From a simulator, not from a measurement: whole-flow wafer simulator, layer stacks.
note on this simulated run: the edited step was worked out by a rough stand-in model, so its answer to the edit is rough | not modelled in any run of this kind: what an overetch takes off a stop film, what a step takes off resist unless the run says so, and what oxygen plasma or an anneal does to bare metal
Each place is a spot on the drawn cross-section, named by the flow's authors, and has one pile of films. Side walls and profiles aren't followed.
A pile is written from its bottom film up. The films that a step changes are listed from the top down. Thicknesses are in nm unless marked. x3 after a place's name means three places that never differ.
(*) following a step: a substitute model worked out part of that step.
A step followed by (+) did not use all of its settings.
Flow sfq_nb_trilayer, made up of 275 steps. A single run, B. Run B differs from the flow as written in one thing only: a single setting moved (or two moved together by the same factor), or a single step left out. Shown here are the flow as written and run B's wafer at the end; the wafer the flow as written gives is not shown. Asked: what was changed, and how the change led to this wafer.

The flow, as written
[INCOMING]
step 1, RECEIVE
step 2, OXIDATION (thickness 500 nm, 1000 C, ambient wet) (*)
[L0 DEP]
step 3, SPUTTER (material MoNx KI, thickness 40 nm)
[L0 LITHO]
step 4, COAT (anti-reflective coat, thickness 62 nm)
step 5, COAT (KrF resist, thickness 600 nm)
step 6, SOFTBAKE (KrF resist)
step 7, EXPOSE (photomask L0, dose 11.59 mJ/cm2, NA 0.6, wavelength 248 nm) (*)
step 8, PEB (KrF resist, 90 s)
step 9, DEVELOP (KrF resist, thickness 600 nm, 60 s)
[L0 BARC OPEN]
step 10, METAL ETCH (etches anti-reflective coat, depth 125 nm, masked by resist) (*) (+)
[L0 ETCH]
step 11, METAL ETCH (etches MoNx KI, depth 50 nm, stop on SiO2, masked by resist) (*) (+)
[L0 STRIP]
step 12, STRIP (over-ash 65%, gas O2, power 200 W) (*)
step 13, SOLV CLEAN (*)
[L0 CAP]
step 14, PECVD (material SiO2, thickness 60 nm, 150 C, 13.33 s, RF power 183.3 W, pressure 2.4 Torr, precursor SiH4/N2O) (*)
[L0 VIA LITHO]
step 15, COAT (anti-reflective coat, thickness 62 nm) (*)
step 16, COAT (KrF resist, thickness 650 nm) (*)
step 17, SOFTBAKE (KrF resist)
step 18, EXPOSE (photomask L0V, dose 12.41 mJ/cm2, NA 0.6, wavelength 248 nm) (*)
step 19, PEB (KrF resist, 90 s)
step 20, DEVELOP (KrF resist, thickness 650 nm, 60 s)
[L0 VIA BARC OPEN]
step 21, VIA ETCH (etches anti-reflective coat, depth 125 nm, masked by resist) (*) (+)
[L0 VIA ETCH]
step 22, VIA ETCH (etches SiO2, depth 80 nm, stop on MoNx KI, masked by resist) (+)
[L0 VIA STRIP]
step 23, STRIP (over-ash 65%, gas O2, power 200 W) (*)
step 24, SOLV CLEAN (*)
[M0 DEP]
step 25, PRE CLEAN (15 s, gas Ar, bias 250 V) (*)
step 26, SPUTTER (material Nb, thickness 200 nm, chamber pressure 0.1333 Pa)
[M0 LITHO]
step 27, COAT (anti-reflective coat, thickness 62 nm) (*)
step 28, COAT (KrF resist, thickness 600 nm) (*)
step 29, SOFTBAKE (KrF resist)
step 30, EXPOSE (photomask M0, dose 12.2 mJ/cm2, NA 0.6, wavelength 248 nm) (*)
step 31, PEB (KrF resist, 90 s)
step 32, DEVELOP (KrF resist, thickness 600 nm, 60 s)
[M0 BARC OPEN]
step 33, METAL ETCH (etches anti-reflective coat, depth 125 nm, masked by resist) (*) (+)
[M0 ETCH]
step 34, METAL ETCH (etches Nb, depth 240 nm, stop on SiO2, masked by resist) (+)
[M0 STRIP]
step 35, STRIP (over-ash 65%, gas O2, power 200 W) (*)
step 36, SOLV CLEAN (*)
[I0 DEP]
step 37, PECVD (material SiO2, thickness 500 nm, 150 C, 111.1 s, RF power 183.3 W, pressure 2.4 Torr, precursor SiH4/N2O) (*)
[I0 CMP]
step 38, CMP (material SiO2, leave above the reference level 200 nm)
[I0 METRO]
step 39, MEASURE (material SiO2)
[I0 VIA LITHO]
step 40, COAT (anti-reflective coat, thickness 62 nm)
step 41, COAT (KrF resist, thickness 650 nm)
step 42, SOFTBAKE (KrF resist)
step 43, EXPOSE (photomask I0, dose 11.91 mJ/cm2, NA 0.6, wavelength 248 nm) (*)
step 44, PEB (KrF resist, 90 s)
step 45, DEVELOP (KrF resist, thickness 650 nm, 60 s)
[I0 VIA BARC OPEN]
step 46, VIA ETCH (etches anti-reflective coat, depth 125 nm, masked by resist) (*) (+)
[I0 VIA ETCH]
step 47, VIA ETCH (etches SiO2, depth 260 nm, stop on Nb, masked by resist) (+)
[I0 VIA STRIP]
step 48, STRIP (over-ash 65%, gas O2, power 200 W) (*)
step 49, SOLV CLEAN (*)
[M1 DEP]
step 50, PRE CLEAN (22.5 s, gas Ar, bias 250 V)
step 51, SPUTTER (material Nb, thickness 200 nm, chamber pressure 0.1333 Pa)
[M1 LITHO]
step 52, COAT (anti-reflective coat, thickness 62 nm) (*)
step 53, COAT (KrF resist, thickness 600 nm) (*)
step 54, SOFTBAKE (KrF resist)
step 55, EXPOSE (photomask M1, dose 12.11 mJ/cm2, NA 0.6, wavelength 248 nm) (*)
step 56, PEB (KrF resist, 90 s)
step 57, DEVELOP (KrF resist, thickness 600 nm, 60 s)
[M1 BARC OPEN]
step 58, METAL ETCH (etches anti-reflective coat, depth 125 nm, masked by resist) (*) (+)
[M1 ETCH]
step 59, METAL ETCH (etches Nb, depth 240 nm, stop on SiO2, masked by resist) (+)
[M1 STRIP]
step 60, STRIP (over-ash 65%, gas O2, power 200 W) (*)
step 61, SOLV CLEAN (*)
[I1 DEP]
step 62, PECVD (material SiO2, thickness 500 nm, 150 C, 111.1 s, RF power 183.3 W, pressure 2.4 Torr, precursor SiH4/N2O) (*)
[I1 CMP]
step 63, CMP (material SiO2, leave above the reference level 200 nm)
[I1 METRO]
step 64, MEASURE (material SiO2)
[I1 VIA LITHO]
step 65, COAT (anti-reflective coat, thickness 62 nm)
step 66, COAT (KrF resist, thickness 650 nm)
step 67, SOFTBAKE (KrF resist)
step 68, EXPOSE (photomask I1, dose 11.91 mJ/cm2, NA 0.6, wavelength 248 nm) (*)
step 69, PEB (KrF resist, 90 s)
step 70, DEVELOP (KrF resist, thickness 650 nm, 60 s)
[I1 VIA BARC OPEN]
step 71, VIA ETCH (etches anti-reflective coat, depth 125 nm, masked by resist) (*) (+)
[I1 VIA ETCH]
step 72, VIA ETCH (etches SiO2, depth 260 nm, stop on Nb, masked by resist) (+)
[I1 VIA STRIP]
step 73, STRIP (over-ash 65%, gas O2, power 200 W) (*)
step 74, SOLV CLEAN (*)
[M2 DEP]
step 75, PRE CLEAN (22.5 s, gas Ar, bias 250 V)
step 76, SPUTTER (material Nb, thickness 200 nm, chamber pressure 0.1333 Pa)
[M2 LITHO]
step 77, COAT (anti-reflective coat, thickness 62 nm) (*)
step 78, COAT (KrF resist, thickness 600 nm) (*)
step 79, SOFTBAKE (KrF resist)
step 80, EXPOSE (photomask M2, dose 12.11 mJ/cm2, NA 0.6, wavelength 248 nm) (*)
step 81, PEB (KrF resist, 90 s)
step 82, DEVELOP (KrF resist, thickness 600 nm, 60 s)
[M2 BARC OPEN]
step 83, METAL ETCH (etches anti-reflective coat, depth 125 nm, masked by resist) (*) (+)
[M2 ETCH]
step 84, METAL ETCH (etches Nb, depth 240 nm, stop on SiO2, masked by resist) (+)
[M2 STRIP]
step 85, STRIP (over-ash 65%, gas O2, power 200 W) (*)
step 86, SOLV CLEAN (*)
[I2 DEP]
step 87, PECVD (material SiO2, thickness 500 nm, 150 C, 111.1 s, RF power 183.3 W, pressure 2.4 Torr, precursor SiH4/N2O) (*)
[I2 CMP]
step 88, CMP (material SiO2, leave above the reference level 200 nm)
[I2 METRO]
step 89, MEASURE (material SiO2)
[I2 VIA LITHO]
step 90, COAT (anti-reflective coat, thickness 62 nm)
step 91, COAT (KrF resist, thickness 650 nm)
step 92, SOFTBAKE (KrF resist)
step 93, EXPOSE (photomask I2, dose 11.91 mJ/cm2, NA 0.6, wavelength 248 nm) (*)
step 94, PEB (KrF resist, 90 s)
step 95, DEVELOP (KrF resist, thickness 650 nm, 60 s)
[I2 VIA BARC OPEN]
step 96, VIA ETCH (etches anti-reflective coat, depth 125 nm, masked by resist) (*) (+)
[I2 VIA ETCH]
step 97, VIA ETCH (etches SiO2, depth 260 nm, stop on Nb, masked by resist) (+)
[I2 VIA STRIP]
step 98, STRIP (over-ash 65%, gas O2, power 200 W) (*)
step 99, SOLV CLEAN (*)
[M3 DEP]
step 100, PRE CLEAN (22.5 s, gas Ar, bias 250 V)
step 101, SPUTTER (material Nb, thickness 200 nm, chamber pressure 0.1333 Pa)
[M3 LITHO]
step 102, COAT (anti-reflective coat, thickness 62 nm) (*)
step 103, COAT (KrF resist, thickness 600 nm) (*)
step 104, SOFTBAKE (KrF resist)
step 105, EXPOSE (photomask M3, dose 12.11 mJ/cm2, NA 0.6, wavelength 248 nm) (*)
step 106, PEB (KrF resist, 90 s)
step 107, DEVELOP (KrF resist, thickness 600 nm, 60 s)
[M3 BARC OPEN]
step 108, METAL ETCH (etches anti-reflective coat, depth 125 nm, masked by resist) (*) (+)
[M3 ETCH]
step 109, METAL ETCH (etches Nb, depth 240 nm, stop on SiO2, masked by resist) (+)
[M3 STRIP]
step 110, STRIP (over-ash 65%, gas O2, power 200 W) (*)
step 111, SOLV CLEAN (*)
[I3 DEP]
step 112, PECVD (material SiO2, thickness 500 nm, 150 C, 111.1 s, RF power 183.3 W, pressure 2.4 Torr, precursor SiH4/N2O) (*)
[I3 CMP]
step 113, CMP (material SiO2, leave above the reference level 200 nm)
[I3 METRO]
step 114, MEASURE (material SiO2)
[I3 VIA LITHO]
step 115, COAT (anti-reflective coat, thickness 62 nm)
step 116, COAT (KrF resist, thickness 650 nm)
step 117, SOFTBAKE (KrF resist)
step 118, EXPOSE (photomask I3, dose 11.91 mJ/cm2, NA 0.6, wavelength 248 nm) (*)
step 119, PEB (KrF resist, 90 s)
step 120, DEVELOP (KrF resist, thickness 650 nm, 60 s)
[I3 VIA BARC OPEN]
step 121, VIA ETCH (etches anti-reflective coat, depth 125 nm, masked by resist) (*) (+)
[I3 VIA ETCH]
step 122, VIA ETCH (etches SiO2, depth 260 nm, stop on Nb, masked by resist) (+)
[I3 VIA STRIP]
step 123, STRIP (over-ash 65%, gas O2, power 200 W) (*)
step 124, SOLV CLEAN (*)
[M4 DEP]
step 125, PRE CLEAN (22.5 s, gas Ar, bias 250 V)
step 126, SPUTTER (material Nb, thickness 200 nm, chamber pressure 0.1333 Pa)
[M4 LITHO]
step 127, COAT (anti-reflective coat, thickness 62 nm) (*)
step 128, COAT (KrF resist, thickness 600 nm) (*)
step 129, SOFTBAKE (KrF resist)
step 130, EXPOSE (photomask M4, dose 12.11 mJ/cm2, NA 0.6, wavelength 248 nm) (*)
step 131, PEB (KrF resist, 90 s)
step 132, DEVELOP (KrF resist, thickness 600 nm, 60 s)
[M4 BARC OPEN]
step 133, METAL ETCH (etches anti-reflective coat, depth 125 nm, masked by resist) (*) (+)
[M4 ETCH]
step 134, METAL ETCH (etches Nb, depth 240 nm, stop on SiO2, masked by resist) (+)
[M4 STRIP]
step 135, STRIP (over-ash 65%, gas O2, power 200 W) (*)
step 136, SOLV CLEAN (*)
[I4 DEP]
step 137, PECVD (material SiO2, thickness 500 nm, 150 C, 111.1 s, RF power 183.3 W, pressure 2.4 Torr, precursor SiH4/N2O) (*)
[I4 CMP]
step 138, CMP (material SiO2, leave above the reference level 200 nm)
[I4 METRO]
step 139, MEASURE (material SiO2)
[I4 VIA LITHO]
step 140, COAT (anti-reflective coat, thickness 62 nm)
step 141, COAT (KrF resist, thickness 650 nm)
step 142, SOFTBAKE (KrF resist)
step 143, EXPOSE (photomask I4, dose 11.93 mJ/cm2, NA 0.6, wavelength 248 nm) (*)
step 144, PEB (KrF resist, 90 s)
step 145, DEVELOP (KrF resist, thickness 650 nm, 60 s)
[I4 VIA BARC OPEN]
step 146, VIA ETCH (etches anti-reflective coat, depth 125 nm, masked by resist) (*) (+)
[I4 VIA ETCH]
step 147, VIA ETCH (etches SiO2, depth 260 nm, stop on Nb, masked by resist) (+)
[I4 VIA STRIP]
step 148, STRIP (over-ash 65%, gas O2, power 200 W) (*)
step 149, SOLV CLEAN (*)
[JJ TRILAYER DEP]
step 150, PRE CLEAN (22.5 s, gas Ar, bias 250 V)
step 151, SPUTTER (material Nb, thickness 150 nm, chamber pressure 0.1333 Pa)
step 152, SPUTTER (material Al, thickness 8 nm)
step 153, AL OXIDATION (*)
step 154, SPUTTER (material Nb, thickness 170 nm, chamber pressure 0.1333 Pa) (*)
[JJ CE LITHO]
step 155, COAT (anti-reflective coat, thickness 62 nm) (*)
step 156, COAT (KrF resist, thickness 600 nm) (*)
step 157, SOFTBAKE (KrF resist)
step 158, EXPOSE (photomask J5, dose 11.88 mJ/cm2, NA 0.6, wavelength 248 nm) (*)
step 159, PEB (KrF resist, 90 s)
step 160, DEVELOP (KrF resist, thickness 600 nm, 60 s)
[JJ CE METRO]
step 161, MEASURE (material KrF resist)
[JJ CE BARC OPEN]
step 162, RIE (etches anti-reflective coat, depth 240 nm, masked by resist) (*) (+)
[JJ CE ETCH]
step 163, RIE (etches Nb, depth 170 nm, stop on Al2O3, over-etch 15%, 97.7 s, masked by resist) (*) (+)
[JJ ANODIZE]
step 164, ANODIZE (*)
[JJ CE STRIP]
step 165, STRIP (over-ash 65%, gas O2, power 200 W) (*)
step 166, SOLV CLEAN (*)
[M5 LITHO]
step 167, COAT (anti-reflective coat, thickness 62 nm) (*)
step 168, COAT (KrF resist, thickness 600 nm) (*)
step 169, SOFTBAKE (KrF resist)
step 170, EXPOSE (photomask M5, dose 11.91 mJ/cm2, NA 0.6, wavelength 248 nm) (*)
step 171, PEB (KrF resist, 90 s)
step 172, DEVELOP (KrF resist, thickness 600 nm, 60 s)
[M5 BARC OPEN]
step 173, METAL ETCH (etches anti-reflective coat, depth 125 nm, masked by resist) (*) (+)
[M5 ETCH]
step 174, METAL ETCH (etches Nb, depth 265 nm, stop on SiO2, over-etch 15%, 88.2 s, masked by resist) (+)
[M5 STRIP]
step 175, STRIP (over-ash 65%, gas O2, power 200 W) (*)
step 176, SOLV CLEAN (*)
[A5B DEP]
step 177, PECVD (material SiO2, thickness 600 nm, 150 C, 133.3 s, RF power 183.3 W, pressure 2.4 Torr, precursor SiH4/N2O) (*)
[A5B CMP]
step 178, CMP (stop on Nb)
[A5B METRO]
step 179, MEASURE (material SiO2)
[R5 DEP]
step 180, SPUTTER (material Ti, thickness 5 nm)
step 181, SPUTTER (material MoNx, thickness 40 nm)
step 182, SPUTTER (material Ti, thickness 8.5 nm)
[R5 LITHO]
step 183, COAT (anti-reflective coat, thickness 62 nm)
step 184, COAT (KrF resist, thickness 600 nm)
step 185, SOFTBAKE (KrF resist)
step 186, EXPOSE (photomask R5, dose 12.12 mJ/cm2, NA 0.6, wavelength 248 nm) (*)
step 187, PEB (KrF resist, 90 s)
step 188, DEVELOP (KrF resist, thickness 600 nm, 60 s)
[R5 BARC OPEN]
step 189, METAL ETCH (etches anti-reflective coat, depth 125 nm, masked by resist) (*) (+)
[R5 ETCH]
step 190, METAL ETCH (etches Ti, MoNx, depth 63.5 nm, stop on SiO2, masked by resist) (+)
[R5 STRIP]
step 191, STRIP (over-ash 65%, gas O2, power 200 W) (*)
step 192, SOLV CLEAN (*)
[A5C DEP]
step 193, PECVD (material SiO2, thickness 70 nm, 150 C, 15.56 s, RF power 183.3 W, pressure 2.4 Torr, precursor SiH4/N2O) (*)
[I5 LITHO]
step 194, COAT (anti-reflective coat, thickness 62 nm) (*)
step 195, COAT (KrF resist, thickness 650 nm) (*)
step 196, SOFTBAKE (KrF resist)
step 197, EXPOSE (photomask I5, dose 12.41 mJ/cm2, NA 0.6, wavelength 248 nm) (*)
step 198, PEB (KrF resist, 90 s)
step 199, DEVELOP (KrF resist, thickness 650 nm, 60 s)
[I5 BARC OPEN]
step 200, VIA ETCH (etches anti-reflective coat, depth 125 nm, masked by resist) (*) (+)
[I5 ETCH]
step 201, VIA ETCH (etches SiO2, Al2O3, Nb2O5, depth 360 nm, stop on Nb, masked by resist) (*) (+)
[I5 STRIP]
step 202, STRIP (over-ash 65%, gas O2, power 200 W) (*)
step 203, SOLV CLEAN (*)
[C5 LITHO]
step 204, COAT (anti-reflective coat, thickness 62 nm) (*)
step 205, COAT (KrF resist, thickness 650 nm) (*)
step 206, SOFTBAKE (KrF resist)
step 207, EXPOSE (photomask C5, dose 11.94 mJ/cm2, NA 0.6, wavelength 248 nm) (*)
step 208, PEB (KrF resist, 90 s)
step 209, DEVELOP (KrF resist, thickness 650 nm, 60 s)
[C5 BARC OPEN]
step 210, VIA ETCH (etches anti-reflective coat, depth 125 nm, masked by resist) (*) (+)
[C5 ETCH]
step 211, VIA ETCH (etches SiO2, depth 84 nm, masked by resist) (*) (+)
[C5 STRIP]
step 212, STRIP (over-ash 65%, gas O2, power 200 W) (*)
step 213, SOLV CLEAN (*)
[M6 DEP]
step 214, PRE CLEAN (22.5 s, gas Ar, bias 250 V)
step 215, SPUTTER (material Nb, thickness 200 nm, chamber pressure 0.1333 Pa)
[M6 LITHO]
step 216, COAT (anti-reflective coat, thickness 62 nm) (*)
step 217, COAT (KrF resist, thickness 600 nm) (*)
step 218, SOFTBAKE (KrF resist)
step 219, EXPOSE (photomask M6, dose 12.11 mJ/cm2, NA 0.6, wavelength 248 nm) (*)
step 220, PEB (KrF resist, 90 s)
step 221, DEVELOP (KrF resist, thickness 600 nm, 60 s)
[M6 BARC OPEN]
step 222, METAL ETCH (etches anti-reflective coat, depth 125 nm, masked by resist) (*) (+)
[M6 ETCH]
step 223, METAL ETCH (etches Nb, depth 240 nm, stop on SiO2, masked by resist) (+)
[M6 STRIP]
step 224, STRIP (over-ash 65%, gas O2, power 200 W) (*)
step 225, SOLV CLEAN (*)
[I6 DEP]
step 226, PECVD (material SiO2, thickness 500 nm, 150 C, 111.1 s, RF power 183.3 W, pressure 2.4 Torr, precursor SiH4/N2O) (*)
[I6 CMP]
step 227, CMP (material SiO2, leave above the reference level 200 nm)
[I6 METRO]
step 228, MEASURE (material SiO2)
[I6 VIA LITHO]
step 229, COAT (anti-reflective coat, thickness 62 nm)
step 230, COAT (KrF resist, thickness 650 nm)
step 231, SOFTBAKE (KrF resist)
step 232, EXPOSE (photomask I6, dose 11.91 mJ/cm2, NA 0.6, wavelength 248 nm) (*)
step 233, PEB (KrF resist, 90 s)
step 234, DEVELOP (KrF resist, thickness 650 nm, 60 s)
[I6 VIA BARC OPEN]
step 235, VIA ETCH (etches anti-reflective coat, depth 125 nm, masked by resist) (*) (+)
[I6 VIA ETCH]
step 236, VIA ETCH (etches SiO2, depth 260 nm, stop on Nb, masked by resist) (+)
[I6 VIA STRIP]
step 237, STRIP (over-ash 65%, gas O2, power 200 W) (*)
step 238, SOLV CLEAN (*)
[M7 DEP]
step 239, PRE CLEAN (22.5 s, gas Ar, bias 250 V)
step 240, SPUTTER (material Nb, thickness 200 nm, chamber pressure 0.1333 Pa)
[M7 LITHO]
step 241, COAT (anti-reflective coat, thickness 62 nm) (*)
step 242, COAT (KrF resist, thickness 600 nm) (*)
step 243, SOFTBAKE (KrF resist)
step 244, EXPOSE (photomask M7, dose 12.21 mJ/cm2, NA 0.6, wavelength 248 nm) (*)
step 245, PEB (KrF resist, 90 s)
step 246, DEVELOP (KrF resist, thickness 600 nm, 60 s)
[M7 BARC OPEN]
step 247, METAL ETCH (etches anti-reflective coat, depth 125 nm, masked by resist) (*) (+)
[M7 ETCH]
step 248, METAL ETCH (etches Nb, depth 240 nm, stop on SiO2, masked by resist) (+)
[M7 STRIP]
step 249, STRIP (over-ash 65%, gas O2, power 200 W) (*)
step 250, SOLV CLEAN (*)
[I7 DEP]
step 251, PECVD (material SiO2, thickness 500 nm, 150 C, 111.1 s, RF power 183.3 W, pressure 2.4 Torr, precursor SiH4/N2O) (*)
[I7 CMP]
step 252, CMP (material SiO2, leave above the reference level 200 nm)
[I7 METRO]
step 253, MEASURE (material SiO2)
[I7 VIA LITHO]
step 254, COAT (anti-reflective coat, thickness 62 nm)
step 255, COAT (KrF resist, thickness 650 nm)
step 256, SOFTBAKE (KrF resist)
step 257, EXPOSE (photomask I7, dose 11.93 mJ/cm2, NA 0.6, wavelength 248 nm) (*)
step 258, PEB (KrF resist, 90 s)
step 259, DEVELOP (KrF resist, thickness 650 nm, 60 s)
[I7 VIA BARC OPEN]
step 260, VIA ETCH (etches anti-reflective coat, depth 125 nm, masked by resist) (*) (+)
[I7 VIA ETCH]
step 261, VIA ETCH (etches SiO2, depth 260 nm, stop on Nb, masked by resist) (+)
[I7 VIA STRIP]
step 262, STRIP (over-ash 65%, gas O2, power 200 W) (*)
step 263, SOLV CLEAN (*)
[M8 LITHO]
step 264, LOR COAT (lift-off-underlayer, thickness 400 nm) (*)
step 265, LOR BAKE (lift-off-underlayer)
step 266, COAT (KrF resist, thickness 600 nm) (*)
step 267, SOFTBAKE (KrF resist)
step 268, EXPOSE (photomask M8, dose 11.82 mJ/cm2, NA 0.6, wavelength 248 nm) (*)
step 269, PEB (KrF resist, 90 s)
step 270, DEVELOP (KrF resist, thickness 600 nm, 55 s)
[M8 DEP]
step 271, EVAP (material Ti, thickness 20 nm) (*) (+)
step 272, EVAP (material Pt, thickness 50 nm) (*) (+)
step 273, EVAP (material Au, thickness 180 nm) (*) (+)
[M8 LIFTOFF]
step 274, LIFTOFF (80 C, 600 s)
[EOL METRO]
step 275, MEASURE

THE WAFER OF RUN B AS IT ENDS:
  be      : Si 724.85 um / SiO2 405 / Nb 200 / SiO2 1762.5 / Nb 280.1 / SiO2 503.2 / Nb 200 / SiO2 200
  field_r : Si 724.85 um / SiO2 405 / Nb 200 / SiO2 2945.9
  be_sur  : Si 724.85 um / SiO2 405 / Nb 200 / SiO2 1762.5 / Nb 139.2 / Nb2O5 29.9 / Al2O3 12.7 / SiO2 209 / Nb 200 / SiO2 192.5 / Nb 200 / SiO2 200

The reason: step 2, OXIDATION: thickness 350 nm was run, while the flow as written has thickness 500 nm.

The path from the change to this, step by step:
  step 2, OXIDATION (thickness 500 nm, 1000 C, ambient wet) (*)
      field_l, v_sur, via_wl and 103 more: +350 SiO2 (new film), -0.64 chemical SiO2 (all of it), -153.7 Si (in the flow as written it would be: +500 SiO2 (new film), -0.64 chemical SiO2 (all of it), -219.7 Si)
